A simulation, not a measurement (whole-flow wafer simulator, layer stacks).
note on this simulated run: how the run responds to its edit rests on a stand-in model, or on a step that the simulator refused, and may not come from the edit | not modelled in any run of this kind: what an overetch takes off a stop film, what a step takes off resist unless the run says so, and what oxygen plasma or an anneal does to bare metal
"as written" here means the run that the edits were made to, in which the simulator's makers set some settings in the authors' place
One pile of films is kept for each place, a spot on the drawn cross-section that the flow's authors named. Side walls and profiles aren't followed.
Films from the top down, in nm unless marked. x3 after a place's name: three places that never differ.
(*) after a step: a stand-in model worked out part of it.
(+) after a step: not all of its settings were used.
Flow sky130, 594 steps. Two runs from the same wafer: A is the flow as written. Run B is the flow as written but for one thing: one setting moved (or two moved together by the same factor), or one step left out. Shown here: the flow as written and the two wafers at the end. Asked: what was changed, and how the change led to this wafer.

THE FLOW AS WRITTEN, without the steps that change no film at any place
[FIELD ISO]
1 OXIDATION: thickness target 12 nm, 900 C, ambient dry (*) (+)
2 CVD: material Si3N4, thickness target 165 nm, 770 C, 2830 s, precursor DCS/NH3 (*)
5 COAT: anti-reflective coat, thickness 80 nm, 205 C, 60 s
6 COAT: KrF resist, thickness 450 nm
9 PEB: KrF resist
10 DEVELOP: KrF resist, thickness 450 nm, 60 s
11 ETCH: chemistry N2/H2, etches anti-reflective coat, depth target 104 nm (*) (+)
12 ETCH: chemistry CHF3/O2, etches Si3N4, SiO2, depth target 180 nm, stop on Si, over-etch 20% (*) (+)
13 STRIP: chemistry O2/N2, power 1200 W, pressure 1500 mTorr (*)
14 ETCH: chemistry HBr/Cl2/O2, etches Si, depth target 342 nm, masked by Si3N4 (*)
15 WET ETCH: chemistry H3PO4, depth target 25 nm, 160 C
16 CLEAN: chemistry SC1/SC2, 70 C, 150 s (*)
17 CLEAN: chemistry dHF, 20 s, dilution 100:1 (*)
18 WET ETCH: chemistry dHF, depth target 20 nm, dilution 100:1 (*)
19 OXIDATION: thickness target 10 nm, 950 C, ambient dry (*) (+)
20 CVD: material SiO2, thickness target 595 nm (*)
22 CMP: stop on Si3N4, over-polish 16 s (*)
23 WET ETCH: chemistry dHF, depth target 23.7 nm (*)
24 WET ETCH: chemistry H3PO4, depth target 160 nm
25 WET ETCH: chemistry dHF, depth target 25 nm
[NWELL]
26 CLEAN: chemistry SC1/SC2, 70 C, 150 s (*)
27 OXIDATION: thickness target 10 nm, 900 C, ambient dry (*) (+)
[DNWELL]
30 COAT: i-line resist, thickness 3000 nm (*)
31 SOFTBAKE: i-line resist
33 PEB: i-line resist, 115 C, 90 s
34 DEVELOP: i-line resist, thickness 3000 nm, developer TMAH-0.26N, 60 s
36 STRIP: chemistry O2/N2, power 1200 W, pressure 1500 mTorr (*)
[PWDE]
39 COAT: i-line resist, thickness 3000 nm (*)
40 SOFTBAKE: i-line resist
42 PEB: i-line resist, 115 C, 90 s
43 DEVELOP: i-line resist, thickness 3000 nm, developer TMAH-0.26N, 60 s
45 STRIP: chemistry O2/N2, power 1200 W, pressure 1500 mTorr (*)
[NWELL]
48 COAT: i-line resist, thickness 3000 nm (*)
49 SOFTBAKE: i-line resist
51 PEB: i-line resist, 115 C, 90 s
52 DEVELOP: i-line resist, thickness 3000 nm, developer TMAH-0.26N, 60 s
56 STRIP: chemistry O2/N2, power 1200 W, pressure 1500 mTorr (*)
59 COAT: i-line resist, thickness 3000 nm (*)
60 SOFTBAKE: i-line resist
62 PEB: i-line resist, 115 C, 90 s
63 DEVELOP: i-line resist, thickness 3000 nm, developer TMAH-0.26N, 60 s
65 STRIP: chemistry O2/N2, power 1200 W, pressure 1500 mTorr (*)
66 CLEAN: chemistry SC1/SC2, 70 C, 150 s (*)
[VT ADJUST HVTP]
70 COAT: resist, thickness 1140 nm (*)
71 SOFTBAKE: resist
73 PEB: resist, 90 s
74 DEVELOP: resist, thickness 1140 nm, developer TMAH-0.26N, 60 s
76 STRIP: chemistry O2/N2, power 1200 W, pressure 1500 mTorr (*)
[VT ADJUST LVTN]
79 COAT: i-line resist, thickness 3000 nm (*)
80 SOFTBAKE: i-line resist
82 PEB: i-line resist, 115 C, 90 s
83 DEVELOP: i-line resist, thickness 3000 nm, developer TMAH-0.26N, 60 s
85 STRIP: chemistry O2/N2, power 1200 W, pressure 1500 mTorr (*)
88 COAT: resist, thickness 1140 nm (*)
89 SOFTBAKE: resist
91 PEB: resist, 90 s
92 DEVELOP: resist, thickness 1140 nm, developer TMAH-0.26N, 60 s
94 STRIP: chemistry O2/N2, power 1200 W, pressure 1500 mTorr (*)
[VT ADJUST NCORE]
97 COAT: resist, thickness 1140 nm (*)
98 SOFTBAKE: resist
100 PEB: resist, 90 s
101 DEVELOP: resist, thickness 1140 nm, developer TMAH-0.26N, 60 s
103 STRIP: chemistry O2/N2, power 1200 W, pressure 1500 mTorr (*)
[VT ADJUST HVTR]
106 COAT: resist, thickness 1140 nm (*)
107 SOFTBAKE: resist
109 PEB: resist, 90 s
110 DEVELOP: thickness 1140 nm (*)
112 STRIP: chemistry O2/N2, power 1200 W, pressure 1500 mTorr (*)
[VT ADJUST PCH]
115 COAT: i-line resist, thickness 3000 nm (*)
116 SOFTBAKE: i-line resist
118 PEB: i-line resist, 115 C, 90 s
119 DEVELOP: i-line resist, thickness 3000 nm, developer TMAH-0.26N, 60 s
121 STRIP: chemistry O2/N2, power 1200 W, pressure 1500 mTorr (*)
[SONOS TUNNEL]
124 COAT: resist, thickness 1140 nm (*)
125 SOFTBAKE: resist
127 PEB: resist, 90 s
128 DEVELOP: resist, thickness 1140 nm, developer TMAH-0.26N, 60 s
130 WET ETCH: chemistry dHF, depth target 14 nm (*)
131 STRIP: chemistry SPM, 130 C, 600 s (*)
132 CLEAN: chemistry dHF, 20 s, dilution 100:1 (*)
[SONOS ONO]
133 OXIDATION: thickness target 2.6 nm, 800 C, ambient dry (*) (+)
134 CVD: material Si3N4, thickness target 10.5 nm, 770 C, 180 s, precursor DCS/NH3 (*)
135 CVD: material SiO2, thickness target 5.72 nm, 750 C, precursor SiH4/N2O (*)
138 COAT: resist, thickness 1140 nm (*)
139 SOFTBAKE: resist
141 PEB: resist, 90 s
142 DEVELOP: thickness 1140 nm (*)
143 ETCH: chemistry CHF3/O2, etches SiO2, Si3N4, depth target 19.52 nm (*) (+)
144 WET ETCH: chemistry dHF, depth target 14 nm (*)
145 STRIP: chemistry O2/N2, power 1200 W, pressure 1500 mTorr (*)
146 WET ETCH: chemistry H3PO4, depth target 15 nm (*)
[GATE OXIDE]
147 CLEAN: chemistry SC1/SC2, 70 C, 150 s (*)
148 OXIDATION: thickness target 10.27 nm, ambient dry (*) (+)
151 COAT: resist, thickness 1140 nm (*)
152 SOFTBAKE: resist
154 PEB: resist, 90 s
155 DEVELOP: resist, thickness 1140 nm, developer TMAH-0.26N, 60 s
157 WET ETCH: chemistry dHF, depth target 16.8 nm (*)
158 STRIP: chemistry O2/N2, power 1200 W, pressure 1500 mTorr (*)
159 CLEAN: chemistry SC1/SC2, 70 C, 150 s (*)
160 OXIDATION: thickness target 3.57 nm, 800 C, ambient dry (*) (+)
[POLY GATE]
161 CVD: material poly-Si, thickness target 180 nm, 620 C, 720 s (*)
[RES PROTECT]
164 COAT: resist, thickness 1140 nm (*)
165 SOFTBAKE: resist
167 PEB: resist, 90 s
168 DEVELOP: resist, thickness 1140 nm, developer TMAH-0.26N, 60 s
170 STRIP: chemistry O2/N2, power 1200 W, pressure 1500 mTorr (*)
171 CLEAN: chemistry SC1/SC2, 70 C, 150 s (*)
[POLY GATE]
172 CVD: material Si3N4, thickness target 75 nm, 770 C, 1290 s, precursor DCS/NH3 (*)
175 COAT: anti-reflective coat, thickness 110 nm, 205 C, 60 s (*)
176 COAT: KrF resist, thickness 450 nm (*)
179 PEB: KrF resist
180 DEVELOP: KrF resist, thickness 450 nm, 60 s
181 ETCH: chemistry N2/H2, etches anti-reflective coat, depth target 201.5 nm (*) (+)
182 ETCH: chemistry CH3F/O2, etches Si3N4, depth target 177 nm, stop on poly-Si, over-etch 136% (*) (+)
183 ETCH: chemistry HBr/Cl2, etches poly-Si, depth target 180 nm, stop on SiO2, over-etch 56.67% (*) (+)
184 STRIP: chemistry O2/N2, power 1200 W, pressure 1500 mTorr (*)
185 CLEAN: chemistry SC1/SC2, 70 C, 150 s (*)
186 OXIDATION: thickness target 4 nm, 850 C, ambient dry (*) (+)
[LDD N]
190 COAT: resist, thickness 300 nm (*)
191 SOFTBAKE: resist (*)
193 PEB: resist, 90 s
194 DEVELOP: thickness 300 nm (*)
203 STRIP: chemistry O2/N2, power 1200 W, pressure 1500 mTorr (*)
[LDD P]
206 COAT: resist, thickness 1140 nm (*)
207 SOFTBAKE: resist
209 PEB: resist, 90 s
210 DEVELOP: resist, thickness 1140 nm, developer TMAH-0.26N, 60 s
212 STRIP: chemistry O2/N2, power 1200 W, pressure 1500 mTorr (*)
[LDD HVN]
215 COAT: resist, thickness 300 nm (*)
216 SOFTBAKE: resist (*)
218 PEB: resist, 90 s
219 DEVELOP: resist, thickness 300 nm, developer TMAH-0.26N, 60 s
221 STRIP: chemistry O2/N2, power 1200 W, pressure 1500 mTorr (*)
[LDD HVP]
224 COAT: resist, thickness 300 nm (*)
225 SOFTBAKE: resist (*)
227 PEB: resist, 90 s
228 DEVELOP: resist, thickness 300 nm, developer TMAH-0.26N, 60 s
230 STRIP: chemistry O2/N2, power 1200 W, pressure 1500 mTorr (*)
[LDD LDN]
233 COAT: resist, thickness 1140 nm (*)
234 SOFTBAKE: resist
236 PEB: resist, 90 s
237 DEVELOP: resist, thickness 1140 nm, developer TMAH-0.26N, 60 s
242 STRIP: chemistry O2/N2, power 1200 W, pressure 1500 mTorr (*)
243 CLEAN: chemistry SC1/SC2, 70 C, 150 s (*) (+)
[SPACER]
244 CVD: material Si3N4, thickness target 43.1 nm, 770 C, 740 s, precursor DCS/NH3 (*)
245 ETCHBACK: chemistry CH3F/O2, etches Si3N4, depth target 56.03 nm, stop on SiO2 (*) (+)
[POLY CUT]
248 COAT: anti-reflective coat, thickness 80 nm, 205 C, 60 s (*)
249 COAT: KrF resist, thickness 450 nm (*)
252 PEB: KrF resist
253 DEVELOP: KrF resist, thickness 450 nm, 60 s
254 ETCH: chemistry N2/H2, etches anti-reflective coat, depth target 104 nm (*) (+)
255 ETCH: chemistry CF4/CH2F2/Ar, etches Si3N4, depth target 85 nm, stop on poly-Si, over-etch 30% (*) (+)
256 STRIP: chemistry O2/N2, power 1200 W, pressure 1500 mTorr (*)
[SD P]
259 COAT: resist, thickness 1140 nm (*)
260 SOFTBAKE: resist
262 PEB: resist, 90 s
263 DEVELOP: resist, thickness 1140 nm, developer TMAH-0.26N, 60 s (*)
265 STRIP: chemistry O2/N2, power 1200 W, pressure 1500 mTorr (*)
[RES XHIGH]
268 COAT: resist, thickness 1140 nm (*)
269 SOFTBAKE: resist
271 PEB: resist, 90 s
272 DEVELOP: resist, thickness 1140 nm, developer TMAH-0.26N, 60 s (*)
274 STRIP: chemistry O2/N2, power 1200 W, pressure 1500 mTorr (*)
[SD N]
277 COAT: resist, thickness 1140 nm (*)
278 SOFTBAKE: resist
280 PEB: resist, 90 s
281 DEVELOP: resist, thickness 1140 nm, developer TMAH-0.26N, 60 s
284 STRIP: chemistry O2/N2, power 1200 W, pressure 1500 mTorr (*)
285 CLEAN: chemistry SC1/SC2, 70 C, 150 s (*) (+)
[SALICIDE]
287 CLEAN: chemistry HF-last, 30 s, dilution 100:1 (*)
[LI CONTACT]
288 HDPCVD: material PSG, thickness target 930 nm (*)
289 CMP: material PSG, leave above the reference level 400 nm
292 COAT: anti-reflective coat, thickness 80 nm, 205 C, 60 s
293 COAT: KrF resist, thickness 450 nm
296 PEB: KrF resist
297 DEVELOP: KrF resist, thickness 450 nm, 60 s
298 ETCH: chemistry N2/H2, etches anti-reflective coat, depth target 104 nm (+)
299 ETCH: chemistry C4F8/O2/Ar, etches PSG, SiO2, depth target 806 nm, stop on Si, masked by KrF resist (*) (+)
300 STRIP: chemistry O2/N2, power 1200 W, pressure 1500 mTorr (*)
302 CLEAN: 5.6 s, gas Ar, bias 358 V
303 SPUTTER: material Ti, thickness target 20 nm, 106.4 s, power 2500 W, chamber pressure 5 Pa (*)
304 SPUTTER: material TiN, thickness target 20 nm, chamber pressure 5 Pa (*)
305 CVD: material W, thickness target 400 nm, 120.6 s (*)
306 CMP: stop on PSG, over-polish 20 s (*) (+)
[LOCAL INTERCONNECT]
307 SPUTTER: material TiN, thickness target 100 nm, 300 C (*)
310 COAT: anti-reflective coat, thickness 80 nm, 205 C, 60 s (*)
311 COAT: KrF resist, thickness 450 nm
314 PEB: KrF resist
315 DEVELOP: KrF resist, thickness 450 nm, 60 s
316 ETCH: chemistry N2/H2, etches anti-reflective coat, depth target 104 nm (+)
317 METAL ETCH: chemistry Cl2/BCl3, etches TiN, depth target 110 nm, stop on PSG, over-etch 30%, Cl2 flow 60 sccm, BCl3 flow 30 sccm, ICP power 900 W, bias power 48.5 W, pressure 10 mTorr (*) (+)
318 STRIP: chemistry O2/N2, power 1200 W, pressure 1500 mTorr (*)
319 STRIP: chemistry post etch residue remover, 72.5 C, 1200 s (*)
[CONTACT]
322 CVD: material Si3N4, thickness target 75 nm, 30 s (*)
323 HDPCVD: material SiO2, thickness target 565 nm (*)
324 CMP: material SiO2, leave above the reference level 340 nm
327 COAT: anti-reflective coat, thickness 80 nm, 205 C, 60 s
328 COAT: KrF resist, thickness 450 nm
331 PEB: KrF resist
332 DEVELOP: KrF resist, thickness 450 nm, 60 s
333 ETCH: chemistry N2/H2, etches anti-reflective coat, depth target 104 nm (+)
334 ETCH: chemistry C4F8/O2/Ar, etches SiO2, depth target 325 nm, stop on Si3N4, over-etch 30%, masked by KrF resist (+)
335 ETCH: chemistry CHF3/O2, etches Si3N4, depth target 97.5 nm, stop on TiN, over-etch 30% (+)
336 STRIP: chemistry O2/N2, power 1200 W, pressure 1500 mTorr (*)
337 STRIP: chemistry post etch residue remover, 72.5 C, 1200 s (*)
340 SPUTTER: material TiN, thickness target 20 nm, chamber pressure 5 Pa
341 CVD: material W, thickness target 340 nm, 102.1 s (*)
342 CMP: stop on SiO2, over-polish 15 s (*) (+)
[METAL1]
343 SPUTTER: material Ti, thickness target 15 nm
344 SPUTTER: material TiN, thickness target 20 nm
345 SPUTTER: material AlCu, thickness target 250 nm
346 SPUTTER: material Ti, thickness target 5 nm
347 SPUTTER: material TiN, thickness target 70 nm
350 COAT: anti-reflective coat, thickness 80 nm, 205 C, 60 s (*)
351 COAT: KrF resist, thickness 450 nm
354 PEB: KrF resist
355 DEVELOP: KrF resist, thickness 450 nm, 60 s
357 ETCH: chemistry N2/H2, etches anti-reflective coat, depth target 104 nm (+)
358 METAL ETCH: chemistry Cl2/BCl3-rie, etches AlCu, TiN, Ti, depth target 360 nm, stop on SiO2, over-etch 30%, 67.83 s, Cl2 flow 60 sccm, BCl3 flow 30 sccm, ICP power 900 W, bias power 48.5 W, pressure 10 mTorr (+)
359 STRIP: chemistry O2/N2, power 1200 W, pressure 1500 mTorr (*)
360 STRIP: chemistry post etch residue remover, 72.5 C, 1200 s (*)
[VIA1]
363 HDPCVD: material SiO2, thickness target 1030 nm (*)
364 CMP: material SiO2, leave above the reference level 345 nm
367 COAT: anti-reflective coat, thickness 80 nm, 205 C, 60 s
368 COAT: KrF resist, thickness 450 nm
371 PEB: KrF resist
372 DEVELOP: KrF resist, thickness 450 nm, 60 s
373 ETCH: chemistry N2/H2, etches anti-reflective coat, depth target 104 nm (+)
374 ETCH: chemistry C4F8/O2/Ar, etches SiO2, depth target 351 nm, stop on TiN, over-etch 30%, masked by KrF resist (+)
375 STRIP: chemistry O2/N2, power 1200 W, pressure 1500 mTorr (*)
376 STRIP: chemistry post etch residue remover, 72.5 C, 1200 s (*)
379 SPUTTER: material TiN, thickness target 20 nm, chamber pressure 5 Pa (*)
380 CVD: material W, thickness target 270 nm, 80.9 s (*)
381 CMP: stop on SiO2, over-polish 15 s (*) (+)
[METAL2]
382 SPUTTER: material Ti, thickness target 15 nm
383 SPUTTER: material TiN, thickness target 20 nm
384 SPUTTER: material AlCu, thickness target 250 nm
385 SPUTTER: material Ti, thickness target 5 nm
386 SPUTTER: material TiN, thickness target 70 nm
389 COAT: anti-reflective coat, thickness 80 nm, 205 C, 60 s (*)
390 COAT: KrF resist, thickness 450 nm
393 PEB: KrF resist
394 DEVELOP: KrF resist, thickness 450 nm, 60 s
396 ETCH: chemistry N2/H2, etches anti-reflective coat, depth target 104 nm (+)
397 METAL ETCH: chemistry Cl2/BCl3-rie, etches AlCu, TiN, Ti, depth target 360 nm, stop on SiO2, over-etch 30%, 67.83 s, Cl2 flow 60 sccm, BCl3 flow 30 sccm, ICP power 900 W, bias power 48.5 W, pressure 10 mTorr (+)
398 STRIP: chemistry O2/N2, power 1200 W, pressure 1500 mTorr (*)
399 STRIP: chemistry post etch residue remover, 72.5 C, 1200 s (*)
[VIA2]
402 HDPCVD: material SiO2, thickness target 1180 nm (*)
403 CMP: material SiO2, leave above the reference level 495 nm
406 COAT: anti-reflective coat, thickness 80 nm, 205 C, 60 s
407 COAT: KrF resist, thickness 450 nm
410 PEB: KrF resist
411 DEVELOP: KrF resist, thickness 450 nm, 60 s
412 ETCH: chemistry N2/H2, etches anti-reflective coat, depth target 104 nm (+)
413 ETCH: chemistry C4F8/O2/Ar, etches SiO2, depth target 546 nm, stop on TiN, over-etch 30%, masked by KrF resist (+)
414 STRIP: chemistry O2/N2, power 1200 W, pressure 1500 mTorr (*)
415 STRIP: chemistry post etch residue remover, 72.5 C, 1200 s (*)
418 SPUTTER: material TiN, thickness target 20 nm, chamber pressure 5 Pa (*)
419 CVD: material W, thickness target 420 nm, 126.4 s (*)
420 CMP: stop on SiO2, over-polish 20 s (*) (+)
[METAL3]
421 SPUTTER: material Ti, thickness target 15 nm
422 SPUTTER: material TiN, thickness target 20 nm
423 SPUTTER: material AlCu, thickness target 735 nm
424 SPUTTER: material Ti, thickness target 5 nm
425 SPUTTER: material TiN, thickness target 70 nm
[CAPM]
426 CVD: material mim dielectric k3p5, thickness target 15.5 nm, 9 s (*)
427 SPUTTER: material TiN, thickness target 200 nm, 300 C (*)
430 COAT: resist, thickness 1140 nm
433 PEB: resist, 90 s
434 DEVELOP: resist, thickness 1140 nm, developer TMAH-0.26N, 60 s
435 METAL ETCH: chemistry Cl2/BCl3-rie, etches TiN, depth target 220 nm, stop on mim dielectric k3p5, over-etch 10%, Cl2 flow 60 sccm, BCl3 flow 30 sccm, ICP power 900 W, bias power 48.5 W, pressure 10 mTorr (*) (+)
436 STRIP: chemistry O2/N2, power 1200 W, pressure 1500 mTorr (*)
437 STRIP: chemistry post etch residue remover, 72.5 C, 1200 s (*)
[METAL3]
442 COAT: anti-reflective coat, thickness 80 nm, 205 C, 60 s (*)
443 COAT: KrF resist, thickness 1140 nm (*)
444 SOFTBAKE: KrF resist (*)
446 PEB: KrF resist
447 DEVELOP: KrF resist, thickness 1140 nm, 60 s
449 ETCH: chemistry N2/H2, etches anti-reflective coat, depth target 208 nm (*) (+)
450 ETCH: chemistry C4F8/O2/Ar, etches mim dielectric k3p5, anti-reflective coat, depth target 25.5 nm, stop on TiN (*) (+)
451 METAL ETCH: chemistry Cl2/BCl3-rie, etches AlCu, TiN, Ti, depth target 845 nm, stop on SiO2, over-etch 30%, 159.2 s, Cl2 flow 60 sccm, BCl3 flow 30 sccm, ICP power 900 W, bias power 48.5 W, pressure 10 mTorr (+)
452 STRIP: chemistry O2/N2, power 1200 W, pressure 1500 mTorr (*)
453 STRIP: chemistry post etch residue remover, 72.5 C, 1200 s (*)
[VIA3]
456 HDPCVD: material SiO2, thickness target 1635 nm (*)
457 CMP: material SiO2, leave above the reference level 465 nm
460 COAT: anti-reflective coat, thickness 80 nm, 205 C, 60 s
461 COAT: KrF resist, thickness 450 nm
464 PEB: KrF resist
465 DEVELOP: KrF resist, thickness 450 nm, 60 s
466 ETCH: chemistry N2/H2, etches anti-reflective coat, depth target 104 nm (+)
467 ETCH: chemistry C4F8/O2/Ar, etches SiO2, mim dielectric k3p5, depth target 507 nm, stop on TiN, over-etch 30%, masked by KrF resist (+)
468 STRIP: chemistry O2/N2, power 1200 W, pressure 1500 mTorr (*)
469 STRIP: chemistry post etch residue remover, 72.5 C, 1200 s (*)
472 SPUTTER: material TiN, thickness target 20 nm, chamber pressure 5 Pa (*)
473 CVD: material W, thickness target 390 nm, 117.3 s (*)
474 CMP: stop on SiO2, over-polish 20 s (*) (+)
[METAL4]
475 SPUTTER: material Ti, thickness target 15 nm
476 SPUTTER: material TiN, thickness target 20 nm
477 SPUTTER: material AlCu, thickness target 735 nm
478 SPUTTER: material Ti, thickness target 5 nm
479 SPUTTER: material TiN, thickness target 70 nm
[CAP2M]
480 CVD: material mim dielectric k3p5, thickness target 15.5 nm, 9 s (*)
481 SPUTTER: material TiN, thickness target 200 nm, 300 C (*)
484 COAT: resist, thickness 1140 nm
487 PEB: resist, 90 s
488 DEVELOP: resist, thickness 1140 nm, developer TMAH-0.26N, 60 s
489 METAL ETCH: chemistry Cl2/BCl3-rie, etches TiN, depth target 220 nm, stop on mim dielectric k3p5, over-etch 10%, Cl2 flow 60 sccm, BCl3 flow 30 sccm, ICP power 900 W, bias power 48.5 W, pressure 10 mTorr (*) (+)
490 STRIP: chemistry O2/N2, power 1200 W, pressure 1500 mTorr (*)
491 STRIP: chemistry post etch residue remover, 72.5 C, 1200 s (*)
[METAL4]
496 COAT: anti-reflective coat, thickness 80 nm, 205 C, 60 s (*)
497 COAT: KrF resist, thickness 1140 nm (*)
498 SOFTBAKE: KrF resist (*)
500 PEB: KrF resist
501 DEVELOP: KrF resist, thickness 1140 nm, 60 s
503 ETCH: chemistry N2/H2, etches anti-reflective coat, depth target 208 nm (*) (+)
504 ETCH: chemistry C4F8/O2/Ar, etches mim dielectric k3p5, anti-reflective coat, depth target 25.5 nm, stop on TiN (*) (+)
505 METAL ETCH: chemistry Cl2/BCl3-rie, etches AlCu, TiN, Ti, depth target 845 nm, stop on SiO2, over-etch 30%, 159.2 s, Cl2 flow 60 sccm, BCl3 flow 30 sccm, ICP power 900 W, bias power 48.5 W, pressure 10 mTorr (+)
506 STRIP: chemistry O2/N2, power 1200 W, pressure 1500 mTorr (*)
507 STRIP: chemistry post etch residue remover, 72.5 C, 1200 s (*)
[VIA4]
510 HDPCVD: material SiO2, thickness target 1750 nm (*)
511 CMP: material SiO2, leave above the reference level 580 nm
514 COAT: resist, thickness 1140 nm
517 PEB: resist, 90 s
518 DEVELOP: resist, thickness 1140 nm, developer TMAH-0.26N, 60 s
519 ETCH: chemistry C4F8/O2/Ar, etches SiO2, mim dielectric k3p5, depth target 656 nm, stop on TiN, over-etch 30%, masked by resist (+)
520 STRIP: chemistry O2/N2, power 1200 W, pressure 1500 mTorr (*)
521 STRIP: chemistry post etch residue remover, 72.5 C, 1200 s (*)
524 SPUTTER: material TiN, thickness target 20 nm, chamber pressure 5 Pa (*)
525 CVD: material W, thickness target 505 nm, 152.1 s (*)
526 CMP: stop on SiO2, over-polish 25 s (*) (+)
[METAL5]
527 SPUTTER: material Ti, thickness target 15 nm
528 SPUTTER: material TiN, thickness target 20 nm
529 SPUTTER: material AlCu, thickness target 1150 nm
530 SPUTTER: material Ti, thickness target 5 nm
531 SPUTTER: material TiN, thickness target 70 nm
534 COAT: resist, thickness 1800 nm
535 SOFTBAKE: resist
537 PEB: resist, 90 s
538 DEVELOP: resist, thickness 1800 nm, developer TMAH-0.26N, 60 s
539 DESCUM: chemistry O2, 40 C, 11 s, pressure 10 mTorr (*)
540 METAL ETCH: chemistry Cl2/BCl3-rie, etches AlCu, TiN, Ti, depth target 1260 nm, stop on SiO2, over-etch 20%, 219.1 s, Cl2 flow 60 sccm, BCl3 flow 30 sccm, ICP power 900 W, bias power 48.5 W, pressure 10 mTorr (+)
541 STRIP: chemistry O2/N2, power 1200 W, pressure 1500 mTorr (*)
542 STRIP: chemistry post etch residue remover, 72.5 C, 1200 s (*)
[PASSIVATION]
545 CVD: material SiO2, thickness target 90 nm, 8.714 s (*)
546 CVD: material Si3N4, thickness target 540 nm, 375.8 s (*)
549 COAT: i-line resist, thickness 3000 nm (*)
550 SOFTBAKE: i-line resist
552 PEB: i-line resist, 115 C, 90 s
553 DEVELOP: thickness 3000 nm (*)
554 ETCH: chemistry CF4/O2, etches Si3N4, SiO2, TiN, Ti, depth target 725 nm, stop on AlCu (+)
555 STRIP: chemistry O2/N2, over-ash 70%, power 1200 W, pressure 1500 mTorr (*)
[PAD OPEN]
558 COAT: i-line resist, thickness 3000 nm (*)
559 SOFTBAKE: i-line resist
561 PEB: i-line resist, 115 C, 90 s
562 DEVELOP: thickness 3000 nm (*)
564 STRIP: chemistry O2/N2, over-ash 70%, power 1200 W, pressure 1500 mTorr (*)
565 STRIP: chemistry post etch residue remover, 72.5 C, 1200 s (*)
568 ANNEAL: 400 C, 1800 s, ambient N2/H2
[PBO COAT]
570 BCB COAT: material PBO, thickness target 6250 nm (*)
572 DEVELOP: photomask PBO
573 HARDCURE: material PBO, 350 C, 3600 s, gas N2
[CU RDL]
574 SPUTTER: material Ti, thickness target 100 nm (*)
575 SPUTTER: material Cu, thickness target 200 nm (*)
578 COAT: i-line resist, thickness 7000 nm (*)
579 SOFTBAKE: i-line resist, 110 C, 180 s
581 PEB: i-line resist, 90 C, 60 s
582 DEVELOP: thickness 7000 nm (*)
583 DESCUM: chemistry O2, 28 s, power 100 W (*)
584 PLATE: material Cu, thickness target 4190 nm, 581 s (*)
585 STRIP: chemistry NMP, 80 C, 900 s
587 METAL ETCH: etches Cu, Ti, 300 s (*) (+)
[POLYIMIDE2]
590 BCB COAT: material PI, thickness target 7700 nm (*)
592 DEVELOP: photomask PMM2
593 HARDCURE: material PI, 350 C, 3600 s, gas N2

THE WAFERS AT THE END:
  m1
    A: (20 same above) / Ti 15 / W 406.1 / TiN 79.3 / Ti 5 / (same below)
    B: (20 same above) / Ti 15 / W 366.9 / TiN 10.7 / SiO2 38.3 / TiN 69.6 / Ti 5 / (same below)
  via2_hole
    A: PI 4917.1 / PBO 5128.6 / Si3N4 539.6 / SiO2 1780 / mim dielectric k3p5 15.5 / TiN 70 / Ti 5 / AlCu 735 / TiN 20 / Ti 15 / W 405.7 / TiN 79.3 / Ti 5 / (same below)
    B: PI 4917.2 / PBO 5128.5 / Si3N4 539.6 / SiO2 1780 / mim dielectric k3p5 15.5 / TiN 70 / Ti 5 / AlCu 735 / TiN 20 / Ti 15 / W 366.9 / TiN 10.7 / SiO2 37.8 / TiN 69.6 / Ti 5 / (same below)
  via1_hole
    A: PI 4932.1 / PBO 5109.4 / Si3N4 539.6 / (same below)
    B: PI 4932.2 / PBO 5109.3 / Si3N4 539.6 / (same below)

The cause: step 413, ETCH: depth target 382 nm was run, where the flow has depth target 546 nm.

How the change led to this, step by step:
  413 ETCH: chemistry C4F8/O2/Ar, etches SiO2, depth target 546 nm, stop on TiN, over-etch 30%, masked by KrF resist (+)
      m1: A SiO2 -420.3 (all of it) | B SiO2 -382
      via2_hole: A SiO2 -419.8 (all of it) | B SiO2 -382
      (and at 189 more places)
  414 STRIP: chemistry O2/N2, power 1200 W, pressure 1500 mTorr (*)
      field, active, n_well and 186 more: A KrF resist -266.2 (all of it), anti-reflective coat -80 (all of it) | B KrF resist -299 (all of it), anti-reflective coat -80 (all of it)
  418 SPUTTER: material TiN, thickness target 20 nm, chamber pressure 5 Pa (*)
      m1, via2_hole: A TiN +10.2 | B TiN +10.7 (new film)
  419 CVD: material W, thickness target 420 nm, 126.4 s (*)
      m1: A W +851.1 (new film) | B W +811.9 (new film)
      via2_hole: A W +850.7 (new film) | B W +811.9 (new film)
Counting metal films that touch as one body, m1 has 3 bodies (between them, from the top down: SiO2 38.3; SiO2 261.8 / Si3N4 75); the flow as written gives 2 bodies (between them, from the top down: SiO2 261.8 / Si3N4 75).
Counting metal films that touch as one body, via2_hole has 2 bodies (between them, from the top down: SiO2 37.8); the flow as written gives 1 body.
